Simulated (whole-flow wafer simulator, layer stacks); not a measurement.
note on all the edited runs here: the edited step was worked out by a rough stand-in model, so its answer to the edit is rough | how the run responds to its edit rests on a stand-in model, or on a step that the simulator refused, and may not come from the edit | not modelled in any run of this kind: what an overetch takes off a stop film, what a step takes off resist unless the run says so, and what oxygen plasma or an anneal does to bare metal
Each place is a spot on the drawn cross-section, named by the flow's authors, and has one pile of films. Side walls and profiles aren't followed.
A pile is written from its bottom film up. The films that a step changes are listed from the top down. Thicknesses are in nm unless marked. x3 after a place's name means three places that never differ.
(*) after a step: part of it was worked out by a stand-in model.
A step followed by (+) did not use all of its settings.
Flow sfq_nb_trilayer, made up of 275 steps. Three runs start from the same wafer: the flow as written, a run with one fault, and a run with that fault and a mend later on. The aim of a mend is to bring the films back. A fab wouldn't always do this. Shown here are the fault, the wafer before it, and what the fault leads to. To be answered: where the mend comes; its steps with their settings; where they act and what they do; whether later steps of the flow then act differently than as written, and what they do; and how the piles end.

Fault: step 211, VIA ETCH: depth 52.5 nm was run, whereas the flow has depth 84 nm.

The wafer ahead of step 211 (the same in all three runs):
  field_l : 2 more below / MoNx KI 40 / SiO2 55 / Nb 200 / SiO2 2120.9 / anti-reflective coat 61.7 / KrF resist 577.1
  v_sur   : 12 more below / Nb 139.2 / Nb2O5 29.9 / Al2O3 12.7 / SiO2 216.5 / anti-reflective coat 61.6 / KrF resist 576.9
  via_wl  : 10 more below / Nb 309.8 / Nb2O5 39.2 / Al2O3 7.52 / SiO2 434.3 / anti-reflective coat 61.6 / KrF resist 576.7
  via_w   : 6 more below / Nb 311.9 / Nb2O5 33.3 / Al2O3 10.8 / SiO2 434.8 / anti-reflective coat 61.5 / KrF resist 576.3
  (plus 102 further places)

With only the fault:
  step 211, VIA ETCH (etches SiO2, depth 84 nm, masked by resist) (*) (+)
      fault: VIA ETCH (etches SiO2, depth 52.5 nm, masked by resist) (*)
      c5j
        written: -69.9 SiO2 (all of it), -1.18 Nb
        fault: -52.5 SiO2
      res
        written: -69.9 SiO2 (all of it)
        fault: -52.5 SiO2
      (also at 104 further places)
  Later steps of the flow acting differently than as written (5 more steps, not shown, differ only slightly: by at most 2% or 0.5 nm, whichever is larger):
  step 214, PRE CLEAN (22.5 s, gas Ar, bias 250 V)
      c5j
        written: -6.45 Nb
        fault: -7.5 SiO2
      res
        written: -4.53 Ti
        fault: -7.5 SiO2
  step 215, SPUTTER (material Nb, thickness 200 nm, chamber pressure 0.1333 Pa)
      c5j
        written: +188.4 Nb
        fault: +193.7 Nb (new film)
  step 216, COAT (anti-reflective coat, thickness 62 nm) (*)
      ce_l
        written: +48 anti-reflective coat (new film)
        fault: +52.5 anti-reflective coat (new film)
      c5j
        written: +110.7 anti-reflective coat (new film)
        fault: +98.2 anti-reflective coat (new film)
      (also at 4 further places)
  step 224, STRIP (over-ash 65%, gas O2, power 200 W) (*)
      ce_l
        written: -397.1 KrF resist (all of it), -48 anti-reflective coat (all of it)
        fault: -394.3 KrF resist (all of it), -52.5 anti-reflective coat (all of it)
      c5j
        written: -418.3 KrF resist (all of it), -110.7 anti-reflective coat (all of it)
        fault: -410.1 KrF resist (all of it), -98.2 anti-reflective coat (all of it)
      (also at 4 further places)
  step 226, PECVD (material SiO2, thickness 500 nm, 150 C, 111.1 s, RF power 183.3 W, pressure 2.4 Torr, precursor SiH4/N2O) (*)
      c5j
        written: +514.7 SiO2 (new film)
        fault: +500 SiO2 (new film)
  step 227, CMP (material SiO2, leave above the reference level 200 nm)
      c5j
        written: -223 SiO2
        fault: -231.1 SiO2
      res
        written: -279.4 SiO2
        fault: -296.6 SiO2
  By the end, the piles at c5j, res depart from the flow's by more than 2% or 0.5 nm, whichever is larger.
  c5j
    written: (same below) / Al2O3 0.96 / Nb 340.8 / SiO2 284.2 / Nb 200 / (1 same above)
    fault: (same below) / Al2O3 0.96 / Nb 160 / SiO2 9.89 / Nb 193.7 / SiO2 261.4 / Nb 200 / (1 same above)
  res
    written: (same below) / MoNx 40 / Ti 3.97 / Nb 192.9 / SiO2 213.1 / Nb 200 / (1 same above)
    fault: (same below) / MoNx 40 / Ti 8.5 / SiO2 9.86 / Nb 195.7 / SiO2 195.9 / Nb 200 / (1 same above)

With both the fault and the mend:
  The mend stands after step 212.
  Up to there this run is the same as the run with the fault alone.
  step 212a, COAT (anti-reflective coat, thickness 62 nm) (*) (a further turn of the flow's step 204)
      field_r, ln_m5, p4_fl x3 and 61 more
        +62 anti-reflective coat (new film)
      lsp_m, ln_m6, lsp_r and 6 more
        +61.9 anti-reflective coat (new film)
      v_sur, via_wl
        +61.5 anti-reflective coat (new film)
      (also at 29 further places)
  step 212b, COAT (KrF resist, thickness 650 nm) (*) (a further turn of the flow's step 205)
      l0v, p4_fl x3, p4_w1 x9 and 35 more
        +650 KrF resist (new film)
      wl_b_m5, wl_b_sr, wl_c_sl and 12 more
        +649.9 KrF resist (new film)
      r5r_line_l, r5r_line_c, r5r_line_r
        +634.3 KrF resist (new film)
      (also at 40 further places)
  step 212c, SOFTBAKE (KrF resist) (a further turn of the flow's step 206)
      alters no film at any place that is followed
  step 212d, EXPOSE (photomask C5, dose 11.94 mJ/cm2, NA 0.6, wavelength 248 nm) (*) (a further turn of the flow's step 207)
      alters no film at any place that is followed
  step 212e, PEB (KrF resist, 90 s) (a further turn of the flow's step 208)
      field_l, sp_r, moat and 79 more
        -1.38 KrF resist
      v_sur, via_wl, via_w, via_wr, via_sp, be_sur, jj_sur, res
        -1.37 KrF resist
      r5r_line_l, r5r_line_c, r5r_line_r
        -1.34 KrF resist
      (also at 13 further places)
  step 212f, DEVELOP (KrF resist, thickness 650 nm, 60 s) (a further turn of the flow's step 209)
      field_l, v_sur, via_wl and 101 more
        -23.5 KrF resist
      c5j
        -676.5 KrF resist (all of it)
      res
        -644.7 KrF resist (all of it)
  step 212g, VIA ETCH (etches anti-reflective coat, depth 125 nm, masked by resist) (*) (+) (a further turn of the flow's step 210)
      field_l, v_sur, via_wl and 101 more
        -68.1 KrF resist
      c5j
        -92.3 anti-reflective coat (all of it), -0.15 SiO2
      res
        -81.7 anti-reflective coat (all of it), -0.2 SiO2
  step 212h, VIA ETCH (etches SiO2, depth 31.5 nm, masked by resist) (*) (+) (a further turn of the flow's step 211, with different settings)
      field_l, v_sur, via_wl and 101 more
        -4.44 KrF resist
      c5j
        -17.2 SiO2 (all of it), -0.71 Nb
      res
        -17.2 SiO2 (all of it)
  step 212i, STRIP (over-ash 65%, gas O2, power 200 W) (*) (a further turn of the flow's step 212)
      p4_fl x3, p4_w1 x9, p4_g1 x2 and 33 more
        -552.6 KrF resist (all of it), -62 anti-reflective coat (all of it)
      wl_b_sr, wl_c_sl, wl_c_m6 and 10 more
        -552.5 KrF resist (all of it), -62 anti-reflective coat (all of it)
      wl_b_sl, wl_b_m5, wl_g_sl, wl_g_m5
        -552.4 KrF resist (all of it), -62 anti-reflective coat (all of it)
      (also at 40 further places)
  Every later step of the flow that is run acts as written, at every place that is followed, to within 2% or 0.5 nm, whichever is larger.
  When the end is reached, the piles differ only a little from the flow's at the places that both follow, at most by 2% or 0.5 nm, whichever is larger.
